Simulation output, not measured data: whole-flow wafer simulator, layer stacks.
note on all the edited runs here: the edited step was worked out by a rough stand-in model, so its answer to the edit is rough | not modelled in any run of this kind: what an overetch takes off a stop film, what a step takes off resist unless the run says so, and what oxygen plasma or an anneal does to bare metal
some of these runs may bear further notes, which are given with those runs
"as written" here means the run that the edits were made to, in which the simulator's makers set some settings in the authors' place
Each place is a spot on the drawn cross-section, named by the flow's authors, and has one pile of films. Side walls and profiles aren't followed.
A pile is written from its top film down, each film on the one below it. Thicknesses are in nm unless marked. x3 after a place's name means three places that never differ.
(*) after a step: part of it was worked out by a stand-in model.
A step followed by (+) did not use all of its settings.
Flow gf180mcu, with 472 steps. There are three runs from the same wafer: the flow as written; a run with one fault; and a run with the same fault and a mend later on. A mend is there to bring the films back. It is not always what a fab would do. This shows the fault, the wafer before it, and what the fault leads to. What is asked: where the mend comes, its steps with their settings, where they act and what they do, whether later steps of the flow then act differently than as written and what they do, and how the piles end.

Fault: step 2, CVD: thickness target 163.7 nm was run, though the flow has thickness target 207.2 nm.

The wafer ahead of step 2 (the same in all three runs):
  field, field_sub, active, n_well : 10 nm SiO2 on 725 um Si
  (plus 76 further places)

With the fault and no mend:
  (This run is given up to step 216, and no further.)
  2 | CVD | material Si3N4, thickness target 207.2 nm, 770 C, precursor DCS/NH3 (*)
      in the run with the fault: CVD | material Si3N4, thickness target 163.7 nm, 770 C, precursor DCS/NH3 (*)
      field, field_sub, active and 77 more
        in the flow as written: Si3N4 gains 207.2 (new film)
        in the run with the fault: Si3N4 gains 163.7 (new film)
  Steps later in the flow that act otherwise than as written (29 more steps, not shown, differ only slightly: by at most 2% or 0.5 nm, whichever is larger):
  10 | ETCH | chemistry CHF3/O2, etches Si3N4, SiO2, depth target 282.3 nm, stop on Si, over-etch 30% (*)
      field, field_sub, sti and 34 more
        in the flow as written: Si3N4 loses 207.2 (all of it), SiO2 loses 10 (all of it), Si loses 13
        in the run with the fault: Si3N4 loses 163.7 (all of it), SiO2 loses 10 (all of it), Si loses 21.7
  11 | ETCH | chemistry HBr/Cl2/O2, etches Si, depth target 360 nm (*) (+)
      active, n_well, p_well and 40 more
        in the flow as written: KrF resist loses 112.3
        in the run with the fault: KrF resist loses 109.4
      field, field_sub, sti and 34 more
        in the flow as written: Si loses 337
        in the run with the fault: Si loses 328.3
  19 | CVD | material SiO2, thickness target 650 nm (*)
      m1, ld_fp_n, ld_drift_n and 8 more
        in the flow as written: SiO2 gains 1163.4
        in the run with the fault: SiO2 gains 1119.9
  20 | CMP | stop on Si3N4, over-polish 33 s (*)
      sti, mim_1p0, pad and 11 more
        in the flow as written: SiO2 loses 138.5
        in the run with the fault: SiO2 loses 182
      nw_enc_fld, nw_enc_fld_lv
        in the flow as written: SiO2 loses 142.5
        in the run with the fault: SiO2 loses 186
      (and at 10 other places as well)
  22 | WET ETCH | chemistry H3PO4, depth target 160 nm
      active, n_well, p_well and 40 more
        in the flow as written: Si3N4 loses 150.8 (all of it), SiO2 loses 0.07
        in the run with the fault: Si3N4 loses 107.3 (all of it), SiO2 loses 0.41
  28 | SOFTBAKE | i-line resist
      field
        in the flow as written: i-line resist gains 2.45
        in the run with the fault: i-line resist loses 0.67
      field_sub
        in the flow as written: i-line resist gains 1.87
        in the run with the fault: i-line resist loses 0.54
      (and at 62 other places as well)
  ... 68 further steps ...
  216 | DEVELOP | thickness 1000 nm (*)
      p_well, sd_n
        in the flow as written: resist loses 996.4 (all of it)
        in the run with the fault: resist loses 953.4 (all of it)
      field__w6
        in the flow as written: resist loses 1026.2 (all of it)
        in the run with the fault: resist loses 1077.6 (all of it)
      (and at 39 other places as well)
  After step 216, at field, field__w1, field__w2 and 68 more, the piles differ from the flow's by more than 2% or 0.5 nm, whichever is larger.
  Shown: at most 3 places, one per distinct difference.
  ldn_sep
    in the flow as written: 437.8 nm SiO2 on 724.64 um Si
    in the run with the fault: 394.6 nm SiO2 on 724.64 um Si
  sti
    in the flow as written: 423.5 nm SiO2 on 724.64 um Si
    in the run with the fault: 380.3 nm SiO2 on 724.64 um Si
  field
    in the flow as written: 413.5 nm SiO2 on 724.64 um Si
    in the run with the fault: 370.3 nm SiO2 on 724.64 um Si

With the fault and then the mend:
  The mend stands after step 2.
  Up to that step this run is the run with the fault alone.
  2a | CVD | material Si3N4, thickness target 43.5 nm, 770 C, precursor DCS/NH3 (*) (the flow's step 2, run once more with other settings)
      field, field_sub, active and 77 more
        Si3N4 gains 43.5
  Every later step of the flow that is run acts as written at every place that is followed.
  By the end, the piles equal the flow's at every place that both follow.
